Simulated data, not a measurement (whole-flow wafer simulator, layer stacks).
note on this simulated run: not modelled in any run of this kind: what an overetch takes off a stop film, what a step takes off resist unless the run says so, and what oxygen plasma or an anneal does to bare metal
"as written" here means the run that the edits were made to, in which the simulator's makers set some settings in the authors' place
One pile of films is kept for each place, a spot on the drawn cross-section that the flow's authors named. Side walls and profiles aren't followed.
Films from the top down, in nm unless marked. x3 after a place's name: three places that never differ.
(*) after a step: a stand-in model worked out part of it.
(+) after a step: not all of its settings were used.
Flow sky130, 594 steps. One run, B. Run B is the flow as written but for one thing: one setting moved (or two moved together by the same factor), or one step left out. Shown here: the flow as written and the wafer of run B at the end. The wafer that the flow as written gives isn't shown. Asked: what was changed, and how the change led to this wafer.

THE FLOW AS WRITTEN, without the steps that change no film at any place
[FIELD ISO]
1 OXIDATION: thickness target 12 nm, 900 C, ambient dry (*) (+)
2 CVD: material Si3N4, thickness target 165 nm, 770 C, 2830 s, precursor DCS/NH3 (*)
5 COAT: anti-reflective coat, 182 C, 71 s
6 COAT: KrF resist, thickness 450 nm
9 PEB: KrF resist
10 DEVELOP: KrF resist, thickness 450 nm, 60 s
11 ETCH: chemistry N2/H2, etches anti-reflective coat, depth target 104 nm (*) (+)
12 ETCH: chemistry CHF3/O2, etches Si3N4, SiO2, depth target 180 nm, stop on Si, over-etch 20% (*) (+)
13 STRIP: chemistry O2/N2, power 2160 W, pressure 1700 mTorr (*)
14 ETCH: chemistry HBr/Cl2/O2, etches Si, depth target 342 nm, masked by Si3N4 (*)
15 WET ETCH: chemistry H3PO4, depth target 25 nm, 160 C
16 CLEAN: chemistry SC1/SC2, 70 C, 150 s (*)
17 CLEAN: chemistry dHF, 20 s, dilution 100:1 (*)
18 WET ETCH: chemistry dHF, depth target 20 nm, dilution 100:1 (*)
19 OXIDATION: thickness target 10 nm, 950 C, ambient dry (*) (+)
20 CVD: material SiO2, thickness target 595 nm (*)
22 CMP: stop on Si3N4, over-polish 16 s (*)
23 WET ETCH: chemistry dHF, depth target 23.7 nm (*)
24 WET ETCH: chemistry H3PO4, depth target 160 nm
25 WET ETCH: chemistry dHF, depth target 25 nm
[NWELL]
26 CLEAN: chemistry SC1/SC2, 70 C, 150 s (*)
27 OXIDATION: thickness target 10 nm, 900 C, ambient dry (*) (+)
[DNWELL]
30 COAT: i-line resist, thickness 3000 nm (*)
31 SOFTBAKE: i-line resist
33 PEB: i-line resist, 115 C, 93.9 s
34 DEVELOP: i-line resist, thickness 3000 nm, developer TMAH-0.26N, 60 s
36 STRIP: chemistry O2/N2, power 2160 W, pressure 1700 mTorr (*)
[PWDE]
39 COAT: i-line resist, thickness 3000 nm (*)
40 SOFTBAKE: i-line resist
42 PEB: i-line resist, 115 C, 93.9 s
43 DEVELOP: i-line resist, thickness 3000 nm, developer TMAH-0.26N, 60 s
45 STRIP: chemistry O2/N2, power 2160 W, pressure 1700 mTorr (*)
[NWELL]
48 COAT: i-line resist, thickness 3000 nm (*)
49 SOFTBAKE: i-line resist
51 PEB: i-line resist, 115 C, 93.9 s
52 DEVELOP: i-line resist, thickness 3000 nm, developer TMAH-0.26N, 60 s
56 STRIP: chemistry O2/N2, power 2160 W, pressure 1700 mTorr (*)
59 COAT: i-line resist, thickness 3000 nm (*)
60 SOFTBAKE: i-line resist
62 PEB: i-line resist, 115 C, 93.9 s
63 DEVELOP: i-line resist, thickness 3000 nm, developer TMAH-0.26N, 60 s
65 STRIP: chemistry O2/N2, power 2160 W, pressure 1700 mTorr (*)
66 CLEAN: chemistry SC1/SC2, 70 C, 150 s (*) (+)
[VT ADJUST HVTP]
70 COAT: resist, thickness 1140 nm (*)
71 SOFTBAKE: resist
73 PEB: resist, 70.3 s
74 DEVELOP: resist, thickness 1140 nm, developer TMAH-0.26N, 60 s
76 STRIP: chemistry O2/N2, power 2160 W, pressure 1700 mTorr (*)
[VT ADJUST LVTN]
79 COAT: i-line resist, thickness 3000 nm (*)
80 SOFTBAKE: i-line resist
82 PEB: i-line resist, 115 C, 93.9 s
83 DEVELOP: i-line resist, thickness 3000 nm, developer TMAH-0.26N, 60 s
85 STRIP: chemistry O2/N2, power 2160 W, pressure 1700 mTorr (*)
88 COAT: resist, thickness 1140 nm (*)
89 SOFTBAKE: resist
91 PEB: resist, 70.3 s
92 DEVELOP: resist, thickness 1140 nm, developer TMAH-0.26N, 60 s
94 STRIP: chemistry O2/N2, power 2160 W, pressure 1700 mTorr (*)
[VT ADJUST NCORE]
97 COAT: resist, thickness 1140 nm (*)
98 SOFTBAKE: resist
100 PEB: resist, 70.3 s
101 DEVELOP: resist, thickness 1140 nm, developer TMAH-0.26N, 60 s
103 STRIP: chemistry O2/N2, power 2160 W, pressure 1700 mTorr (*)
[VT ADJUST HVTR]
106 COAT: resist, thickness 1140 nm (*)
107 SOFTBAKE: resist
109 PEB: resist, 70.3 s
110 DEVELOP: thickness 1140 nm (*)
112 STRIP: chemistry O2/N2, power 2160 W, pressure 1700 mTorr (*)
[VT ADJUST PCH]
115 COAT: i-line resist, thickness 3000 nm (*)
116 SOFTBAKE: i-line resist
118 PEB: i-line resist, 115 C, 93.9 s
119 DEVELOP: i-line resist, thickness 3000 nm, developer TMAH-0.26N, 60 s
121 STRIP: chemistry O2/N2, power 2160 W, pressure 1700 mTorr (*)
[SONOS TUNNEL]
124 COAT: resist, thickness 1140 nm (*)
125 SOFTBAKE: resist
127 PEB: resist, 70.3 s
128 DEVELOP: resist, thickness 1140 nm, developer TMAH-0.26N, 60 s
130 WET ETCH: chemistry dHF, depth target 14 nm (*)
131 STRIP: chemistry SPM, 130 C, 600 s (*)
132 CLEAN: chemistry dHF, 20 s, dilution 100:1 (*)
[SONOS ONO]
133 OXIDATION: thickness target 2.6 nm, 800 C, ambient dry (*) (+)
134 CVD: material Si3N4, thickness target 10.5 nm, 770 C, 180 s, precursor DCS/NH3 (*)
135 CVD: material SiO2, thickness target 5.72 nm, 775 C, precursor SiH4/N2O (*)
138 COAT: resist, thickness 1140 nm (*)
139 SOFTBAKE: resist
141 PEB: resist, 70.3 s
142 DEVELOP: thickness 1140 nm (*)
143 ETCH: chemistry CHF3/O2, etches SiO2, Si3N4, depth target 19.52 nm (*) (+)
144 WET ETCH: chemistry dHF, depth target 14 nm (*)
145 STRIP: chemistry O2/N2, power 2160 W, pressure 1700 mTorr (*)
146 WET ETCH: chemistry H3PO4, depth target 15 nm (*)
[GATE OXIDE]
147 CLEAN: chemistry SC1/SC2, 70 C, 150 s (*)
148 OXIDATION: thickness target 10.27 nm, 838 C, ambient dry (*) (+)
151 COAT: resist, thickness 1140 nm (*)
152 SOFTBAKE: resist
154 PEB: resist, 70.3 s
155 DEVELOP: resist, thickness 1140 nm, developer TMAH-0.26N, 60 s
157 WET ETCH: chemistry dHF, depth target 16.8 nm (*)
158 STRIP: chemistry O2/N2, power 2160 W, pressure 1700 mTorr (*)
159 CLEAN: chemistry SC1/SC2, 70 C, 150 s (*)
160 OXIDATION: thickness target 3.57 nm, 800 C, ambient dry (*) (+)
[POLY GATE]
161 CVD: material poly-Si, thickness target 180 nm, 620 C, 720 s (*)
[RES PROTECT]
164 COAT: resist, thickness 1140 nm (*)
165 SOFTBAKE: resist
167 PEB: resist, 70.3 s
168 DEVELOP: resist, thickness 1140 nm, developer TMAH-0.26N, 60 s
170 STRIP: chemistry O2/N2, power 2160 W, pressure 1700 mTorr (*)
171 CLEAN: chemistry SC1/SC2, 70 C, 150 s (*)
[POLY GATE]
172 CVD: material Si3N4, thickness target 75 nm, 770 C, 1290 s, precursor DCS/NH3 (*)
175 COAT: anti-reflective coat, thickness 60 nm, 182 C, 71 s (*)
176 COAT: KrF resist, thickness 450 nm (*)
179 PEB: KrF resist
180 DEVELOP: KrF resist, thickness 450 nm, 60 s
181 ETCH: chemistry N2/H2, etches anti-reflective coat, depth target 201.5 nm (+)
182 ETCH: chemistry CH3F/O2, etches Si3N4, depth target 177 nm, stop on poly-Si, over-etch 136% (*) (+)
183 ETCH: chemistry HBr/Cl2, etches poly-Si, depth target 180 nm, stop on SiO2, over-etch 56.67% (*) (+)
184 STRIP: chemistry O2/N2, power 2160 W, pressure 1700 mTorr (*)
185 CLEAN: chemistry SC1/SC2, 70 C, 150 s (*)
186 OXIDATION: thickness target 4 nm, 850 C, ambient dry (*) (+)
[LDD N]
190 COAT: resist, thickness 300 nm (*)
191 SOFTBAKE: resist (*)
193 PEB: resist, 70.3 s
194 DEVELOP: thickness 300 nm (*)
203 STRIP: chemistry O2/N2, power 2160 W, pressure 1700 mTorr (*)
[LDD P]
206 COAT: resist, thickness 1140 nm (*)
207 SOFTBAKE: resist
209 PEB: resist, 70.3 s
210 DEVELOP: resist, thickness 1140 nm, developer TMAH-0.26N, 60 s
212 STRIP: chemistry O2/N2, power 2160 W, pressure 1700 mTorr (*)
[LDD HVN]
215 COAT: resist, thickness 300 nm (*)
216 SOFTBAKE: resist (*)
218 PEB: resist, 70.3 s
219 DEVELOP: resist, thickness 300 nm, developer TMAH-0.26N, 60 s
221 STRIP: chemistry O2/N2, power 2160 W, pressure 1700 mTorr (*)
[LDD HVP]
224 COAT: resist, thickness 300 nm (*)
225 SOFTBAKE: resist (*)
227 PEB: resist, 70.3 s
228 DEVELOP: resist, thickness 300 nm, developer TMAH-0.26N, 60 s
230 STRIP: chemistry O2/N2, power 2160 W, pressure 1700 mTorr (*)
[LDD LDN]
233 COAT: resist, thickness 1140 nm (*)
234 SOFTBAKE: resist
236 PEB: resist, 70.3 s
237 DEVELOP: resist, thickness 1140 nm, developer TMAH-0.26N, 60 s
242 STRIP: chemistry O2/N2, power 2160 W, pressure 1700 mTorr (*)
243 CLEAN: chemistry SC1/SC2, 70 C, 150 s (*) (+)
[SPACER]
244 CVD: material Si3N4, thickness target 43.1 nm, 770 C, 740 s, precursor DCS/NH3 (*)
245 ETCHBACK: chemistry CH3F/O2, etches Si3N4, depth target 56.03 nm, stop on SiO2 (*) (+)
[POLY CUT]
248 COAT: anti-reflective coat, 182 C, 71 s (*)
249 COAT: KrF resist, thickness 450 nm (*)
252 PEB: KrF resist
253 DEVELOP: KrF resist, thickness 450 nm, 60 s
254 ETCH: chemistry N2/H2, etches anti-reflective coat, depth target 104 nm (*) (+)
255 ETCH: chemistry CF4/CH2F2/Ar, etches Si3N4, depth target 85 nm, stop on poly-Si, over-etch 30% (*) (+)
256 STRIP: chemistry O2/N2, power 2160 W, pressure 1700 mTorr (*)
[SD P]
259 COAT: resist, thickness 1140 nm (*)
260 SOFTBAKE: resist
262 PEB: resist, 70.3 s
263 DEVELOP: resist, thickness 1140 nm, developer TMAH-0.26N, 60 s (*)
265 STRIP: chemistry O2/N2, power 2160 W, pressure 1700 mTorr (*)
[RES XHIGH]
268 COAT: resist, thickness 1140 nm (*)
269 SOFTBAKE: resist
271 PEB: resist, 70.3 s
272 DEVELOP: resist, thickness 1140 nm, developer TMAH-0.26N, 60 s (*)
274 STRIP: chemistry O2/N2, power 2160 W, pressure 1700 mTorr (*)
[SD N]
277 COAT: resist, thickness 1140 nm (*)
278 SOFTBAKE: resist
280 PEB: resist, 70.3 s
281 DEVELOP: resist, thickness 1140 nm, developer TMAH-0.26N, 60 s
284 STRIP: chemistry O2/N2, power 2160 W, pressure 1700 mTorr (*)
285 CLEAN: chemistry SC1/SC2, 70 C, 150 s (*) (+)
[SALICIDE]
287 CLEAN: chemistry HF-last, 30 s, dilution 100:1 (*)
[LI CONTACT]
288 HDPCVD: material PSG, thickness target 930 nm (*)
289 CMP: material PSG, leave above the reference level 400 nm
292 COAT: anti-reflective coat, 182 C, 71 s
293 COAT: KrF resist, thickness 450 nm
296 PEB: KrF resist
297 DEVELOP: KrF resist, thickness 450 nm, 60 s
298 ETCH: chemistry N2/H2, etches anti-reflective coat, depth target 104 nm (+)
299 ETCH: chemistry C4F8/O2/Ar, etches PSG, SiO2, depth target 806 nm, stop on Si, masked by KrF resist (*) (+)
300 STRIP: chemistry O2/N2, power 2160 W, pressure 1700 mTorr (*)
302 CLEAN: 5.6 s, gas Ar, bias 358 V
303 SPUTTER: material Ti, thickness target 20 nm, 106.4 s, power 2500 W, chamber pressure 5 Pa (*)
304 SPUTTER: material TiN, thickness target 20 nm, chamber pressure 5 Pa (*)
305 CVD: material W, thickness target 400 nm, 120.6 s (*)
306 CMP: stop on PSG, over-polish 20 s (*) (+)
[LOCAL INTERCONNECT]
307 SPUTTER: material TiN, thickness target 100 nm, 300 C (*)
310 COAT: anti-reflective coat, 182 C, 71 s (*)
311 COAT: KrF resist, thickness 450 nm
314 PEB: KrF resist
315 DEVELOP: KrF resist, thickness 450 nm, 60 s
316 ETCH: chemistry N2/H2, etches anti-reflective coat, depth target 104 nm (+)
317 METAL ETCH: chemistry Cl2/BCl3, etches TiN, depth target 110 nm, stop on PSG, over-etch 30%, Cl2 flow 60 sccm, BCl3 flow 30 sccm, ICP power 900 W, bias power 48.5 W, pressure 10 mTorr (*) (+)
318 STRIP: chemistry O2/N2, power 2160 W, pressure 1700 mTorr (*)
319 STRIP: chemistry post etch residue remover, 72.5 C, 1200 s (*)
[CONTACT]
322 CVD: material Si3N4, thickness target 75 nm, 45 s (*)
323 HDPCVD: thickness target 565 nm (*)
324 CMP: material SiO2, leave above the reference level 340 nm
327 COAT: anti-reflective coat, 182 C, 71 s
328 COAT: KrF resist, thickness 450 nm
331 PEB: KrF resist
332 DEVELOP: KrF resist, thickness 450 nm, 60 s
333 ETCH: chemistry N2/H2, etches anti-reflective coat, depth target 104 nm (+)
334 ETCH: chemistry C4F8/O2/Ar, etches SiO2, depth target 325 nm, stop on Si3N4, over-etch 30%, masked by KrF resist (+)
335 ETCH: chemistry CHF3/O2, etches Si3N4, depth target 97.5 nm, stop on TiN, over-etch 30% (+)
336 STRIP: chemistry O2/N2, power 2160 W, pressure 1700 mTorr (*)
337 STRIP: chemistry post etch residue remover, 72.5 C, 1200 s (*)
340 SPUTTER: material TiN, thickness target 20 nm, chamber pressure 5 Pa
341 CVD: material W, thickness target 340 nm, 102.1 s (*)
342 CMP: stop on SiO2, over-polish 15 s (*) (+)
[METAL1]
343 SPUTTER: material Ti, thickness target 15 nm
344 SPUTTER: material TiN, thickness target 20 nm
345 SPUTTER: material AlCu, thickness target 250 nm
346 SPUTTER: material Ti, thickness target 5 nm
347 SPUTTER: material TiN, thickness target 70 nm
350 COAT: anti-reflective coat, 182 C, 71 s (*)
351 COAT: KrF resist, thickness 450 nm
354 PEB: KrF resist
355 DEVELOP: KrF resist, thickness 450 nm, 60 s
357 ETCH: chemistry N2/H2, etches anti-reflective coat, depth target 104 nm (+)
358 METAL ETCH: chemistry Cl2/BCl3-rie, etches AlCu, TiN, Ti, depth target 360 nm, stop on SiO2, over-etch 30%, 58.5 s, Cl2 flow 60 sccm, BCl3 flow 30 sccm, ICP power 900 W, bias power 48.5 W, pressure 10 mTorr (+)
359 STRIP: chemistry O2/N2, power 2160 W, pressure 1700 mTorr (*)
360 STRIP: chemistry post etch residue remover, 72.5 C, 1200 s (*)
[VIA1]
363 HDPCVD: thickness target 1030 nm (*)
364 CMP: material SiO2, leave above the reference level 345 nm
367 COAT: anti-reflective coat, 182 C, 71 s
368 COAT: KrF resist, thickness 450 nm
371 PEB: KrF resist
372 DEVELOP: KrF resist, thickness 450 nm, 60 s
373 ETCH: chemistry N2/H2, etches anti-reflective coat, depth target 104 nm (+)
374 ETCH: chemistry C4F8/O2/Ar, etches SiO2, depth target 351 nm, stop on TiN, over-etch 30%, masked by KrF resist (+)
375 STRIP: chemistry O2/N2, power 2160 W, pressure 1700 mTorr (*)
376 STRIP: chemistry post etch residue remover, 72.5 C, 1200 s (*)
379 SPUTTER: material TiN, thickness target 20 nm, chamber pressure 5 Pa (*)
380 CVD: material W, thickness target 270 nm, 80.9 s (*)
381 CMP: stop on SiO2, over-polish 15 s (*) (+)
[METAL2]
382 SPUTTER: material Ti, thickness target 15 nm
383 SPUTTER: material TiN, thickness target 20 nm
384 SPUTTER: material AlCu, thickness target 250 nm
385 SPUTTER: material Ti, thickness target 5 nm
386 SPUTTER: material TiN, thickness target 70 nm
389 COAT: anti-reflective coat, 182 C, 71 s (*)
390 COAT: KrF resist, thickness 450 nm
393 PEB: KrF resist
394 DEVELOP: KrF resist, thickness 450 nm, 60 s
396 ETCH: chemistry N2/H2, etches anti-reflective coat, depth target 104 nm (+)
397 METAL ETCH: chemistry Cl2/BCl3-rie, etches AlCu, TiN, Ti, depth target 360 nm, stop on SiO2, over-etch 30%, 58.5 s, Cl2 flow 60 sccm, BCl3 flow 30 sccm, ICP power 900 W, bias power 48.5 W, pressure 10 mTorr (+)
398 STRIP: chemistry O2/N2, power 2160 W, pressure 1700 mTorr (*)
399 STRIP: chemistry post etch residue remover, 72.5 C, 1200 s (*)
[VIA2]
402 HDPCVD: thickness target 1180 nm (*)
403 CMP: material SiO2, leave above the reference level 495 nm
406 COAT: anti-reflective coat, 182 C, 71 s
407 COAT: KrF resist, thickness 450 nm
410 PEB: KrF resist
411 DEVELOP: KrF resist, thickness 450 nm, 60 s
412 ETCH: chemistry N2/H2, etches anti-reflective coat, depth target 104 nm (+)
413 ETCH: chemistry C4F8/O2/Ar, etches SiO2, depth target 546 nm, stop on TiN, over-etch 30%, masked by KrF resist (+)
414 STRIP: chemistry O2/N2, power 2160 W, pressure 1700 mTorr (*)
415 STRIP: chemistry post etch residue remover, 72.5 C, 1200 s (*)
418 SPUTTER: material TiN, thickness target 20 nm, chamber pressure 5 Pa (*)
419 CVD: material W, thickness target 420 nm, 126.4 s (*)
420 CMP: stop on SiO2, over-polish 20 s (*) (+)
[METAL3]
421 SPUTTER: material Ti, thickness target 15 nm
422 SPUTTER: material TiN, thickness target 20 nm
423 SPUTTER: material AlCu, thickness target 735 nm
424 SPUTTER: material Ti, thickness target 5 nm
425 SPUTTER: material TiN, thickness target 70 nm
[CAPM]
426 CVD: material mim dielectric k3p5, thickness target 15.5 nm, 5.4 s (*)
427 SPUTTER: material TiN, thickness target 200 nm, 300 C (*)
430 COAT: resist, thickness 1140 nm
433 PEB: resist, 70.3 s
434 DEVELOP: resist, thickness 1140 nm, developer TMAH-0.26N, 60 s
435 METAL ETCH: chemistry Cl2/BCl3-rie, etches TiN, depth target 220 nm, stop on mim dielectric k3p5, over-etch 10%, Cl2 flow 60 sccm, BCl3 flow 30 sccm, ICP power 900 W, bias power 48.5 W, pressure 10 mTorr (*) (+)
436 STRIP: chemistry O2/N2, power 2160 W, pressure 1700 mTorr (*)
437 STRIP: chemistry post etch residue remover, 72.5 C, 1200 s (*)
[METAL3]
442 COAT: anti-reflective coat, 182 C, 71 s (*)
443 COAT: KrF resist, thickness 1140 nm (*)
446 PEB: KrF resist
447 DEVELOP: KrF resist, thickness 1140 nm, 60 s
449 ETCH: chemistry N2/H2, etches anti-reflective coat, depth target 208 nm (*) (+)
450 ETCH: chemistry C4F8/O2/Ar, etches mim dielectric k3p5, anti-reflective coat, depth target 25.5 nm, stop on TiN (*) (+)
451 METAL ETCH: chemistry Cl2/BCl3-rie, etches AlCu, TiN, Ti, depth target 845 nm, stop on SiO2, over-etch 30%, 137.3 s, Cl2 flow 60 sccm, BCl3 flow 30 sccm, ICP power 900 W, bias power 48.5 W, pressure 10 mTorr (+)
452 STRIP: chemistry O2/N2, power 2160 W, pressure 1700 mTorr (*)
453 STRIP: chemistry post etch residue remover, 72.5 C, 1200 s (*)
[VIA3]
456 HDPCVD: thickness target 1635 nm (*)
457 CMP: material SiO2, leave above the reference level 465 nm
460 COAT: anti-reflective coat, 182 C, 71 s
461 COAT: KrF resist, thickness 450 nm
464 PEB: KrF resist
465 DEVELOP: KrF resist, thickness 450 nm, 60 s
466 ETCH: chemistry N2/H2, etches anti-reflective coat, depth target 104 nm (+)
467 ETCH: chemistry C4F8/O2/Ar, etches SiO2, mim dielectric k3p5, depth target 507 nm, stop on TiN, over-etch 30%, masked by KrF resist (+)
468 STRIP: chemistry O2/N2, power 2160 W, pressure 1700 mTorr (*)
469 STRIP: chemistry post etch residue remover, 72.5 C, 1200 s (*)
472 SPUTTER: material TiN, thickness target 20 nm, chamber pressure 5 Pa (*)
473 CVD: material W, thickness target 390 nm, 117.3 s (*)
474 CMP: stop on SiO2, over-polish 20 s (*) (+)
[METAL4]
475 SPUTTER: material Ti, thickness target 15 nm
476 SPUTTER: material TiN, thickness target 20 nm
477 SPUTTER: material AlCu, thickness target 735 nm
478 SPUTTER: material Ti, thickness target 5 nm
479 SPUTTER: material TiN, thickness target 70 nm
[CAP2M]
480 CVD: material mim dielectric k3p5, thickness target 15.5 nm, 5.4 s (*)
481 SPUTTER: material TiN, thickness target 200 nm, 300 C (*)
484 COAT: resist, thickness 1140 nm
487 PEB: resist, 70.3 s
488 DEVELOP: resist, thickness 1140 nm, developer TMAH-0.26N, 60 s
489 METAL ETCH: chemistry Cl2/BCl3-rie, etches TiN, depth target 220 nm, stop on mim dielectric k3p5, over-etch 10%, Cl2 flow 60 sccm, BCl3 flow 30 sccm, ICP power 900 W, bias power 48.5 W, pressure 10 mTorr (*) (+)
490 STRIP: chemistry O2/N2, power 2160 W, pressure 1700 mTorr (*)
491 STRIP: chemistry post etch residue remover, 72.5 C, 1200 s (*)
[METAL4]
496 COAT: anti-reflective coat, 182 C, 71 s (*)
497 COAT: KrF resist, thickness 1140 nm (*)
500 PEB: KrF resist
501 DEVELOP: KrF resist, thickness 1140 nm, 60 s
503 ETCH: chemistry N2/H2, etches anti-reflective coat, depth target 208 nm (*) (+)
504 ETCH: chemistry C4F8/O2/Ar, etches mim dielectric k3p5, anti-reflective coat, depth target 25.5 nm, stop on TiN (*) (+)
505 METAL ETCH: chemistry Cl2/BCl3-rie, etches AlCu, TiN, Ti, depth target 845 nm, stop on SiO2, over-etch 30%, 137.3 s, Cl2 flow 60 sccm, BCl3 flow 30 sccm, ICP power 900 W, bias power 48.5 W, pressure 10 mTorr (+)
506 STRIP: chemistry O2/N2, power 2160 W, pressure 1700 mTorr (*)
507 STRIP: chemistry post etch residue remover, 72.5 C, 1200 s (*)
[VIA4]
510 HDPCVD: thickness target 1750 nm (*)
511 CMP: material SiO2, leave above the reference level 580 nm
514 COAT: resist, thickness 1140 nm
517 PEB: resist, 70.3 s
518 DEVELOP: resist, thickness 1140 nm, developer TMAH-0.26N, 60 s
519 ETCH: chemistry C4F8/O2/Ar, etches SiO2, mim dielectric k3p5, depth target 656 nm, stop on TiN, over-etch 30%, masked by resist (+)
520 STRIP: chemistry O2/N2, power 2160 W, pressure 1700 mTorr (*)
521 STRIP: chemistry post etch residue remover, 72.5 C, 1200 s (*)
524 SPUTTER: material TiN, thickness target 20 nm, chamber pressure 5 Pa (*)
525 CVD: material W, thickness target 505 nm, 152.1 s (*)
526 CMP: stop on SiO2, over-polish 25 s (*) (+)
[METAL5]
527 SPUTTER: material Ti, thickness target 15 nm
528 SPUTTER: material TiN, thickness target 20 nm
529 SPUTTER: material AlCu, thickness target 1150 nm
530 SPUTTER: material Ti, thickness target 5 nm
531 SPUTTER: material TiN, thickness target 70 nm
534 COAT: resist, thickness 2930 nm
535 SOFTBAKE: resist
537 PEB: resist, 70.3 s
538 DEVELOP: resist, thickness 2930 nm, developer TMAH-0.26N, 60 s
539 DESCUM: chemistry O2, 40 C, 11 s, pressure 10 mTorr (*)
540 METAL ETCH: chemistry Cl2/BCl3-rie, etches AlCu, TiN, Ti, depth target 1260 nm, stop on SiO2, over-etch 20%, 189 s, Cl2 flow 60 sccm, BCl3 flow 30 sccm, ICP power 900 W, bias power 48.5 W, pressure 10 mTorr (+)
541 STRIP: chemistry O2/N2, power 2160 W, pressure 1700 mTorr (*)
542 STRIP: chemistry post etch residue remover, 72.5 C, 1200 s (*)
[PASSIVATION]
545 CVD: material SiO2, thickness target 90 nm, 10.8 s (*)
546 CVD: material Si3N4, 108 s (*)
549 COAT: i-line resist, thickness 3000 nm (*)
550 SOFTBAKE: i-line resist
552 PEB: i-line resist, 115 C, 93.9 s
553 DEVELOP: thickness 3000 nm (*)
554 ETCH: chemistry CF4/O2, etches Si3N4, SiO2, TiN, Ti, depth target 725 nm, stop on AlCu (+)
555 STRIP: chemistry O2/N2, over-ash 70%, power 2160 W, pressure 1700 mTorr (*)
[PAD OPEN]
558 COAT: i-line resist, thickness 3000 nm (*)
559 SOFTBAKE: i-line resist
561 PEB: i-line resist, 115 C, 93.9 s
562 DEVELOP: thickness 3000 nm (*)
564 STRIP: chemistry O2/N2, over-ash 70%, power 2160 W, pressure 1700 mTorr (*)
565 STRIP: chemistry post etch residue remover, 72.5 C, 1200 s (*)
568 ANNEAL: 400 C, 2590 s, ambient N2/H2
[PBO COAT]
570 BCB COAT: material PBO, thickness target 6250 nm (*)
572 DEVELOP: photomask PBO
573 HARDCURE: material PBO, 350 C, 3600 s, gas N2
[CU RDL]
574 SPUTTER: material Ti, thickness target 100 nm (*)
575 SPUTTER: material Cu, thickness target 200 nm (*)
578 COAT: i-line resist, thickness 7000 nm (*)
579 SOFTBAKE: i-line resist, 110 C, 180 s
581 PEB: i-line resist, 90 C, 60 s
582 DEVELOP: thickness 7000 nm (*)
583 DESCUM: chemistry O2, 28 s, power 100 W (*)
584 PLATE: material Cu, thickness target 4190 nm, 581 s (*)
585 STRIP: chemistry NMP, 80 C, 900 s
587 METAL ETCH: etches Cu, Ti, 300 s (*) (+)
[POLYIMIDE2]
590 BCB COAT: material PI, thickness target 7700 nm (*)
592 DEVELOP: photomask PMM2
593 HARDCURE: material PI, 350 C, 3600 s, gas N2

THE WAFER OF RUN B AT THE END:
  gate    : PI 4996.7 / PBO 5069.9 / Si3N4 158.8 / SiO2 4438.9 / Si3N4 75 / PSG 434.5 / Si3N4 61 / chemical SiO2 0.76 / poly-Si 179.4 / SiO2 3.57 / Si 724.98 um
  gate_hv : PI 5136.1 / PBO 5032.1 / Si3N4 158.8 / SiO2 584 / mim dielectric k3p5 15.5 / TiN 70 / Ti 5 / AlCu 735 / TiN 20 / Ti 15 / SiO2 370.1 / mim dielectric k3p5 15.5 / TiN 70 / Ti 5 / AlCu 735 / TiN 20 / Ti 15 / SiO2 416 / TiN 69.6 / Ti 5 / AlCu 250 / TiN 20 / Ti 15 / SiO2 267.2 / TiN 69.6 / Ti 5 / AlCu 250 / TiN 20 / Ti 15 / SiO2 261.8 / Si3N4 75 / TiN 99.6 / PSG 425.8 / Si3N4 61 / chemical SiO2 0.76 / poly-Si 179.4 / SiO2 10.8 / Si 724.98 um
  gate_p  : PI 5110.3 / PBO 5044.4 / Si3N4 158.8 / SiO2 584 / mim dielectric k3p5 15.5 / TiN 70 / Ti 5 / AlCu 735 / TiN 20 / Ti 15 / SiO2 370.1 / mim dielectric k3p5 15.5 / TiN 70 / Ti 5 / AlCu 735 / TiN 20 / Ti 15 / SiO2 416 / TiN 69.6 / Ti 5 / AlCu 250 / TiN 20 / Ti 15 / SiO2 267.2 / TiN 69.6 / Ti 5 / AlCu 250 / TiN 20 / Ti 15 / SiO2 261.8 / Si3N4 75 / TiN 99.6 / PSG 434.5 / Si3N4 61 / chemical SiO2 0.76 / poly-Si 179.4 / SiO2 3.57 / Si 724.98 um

The cause: step 289, CMP: leave above the reference level 444 nm was run, where the flow has leave above the reference level 400 nm.

How the change led to this, step by step:
  289 CMP: material PSG, leave above the reference level 400 nm
      gate, spacer, gate_p and 34 more: PSG -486 (as written it would be: PSG -530)
      mim, vpp_sp, vpp_ln and 30 more: PSG -289.9 (as written it would be: PSG -333.9)
      (and at 122 more places)
  299 ETCH: chemistry C4F8/O2/Ar, etches PSG, SiO2, depth target 806 nm, stop on Si, masked by KrF resist (*) (+)
      contact, ndiff_licon, ndiff_licon_cpp: PSG -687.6 (all of it), SiO2 -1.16 (all of it) (as written it would be: PSG -643.6 (all of it), SiO2 -1.16 (all of it))
      poly_licon, rpo_hd_licon: PSG -455.7 (all of it) (as written it would be: PSG -411.7 (all of it))
  303 SPUTTER: material Ti, thickness target 20 nm, 106.4 s, power 2500 W, chamber pressure 5 Pa (*)
      ndiff_licon: Ti +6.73 (new film) (as written it would be: Ti +7.24 (new film))
      rpo_hd_licon: Ti +9.69 (new film) (as written it would be: Ti +10.3 (new film))
  304 SPUTTER: material TiN, thickness target 20 nm, chamber pressure 5 Pa (*)
      rpo_hd_licon: TiN +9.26 (new film) (as written it would be: TiN +9.89 (new film))
  305 CVD: material W, thickness target 400 nm, 120.6 s (*)
      ndiff_licon: W +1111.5 (new film) (as written it would be: W +1066.5 (new film))
      ndiff_licon_cpp: W +1112.8 (new film) (as written it would be: W +1067.9 (new film))
      (and at 1 more place)
  306 CMP: stop on PSG, over-polish 20 s (*) (+)
      poly_licon: nothing (as written it would be: W -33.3)
  310 COAT: anti-reflective coat, 182 C, 71 s (*)
      poly_licon: anti-reflective coat +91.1 (new film) (as written it would be: anti-reflective coat +80.5 (new film))
  318 STRIP: chemistry O2/N2, power 2160 W, pressure 1700 mTorr (*)
      poly_licon: KrF resist -333.9 (all of it), anti-reflective coat -91.1 (all of it) (as written it would be: KrF resist -333.9 (all of it), anti-reflective coat -80.5 (all of it))
  324 CMP: material SiO2, leave above the reference level 340 nm
      poly_licon: SiO2 -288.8 (as written it would be: SiO2 -299.5)
  334 ETCH: chemistry C4F8/O2/Ar, etches SiO2, depth target 325 nm, stop on Si3N4, over-etch 30%, masked by KrF resist (+)
      poly_licon: SiO2 -275.6 (all of it) (as written it would be: SiO2 -264.9 (all of it))
  342 CMP: stop on SiO2, over-polish 15 s (*) (+)
      poly_licon: W -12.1 (as written it would be: W -22.8)
